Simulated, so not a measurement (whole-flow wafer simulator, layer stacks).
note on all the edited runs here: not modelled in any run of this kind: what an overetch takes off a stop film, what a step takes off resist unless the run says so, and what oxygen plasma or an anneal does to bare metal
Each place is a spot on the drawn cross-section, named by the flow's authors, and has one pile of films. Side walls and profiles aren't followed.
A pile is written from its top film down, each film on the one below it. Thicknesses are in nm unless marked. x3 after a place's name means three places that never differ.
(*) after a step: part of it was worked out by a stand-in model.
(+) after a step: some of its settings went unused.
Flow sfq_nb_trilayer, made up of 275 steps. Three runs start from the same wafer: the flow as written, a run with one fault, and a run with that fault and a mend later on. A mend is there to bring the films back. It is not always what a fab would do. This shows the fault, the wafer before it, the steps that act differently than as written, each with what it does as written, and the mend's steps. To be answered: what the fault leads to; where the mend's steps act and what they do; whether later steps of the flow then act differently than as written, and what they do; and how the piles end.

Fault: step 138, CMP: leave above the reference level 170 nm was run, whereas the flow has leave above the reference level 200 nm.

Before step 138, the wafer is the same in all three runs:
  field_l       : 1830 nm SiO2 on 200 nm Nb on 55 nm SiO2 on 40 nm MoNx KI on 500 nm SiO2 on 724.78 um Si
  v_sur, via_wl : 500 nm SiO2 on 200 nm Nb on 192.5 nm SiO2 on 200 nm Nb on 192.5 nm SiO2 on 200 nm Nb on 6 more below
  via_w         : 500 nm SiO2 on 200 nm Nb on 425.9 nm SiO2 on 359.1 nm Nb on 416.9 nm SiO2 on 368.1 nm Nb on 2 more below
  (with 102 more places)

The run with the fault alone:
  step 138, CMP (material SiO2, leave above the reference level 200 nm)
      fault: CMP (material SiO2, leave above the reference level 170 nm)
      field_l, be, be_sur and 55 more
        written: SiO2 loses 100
        fault: SiO2 loses 130
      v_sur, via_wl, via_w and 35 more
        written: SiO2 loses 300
        fault: SiO2 loses 330
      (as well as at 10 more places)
  Steps further on in the flow that do not act as written (7 other steps are not shown; they differ only slightly, by no more than 2% or 0.5 nm, whichever is larger):
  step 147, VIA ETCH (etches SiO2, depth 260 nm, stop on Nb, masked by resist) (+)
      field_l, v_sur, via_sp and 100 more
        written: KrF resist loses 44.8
        fault: KrF resist loses 43.9
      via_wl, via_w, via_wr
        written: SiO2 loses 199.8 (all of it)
        fault: SiO2 loses 169.8 (all of it)
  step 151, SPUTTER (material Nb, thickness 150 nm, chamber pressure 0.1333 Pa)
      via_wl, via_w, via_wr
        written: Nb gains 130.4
        fault: Nb gains 133.9
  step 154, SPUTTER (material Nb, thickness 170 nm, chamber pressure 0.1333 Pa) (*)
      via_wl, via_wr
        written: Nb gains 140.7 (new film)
        fault: Nb gains 145.9 (new film)
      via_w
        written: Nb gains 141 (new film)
        fault: Nb gains 146.2 (new film)
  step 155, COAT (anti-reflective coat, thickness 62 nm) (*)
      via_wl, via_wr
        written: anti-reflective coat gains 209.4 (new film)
        fault: anti-reflective coat gains 180.3 (new film)
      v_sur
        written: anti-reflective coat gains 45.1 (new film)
        fault: anti-reflective coat gains 46.4 (new film)
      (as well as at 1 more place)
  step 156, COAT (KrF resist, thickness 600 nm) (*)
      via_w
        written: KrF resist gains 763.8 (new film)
        fault: KrF resist gains 735.2 (new film)
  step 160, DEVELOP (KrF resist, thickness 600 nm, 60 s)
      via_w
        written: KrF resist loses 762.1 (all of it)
        fault: KrF resist loses 733.7 (all of it)
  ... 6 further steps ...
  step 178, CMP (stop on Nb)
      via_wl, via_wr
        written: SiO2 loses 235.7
        fault: SiO2 loses 269.1
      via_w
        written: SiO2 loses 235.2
        fault: SiO2 loses 268.6
  At v_sur, via_wl, via_w and 36 more, the piles at the end differ from the flow's by more than 2% or 0.5 nm, whichever is larger.
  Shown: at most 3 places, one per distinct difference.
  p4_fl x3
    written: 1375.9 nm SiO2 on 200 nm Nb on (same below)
    fault: 1345.9 nm SiO2 on 200 nm Nb on (same below)
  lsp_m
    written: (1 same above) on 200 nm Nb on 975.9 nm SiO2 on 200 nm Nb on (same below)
    fault: (1 same above) on 200 nm Nb on 945.9 nm SiO2 on 200 nm Nb on (same below)
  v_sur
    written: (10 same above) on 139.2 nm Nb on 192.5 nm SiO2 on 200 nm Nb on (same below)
    fault: (10 same above) on 139.2 nm Nb on 162.5 nm SiO2 on 200 nm Nb on (same below)

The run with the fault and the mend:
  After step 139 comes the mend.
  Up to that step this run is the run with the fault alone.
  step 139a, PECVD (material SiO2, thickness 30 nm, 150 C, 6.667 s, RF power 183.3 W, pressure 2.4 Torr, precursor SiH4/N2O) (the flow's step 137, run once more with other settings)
      field_l, v_sur, via_wl and 103 more
        SiO2 gains 30
  Later steps of the flow that are run all act as written at every place that is followed, up to a difference of at most 2% or 0.5 nm, whichever is larger.
  At the end the piles are close to the flow's at the places that both follow, differing by at most 2% or 0.5 nm, whichever is larger.
